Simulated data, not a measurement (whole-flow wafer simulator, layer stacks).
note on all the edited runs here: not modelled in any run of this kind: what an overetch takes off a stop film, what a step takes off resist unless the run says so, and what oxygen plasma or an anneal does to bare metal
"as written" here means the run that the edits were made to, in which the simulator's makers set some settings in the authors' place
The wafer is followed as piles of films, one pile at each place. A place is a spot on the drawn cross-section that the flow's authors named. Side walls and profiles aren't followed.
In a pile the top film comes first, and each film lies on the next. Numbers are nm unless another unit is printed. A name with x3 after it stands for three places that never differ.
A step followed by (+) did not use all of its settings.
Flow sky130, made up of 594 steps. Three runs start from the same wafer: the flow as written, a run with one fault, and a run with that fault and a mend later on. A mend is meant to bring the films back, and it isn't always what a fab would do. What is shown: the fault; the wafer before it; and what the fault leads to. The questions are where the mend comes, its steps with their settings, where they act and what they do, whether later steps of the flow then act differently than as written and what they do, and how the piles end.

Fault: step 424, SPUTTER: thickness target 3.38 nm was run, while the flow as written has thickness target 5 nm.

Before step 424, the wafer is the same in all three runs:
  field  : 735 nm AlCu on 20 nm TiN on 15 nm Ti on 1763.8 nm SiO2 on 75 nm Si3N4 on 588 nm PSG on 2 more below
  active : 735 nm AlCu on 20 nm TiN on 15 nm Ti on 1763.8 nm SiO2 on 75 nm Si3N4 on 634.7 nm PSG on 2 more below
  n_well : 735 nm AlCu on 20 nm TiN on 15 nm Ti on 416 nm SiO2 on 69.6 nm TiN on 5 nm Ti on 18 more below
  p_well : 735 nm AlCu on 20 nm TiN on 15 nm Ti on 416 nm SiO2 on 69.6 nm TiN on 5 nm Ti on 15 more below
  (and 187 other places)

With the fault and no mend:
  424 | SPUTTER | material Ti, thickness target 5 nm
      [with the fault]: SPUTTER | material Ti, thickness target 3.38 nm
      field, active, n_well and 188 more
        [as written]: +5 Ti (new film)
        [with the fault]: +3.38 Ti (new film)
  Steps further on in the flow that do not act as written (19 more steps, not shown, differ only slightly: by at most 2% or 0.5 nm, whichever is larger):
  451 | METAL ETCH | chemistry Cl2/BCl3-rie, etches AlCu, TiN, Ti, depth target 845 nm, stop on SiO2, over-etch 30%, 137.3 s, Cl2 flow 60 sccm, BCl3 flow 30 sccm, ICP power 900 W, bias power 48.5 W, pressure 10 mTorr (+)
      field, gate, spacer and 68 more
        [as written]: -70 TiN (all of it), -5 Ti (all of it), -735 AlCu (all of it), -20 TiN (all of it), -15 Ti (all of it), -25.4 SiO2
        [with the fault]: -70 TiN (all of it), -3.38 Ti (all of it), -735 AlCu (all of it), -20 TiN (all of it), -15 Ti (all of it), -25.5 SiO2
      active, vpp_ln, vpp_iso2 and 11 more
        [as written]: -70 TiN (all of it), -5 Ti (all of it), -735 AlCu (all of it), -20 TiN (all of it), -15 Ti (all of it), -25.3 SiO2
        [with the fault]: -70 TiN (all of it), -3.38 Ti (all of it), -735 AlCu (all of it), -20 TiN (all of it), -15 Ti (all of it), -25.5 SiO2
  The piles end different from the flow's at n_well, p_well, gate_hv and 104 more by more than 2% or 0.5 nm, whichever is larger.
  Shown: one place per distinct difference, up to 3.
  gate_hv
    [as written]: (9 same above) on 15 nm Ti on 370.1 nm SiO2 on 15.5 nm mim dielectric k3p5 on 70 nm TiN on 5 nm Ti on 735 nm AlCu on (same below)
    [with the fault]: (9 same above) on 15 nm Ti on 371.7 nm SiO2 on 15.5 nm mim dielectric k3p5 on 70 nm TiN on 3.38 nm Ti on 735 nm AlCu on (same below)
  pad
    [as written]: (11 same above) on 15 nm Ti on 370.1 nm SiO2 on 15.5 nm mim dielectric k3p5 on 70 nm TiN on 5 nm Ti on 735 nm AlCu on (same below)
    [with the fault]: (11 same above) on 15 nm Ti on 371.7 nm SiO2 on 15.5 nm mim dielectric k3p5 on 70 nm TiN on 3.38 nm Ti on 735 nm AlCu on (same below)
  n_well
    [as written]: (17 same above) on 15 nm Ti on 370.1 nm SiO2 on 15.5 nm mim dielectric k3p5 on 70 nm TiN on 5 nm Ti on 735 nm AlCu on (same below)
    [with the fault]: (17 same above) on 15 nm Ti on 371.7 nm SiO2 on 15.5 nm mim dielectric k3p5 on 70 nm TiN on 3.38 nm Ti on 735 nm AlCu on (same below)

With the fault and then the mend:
  After step 424 comes the mend.
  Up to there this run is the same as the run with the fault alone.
  424a | SPUTTER | material Ti, thickness target 1.62 nm (the flow's step 424, run once more with other settings)
      field, active, n_well and 188 more
        +1.62 Ti
  Every later step of the flow that is run acts as written at every place that is followed.
  By the end, the piles equal the flow's at every place that both follow.
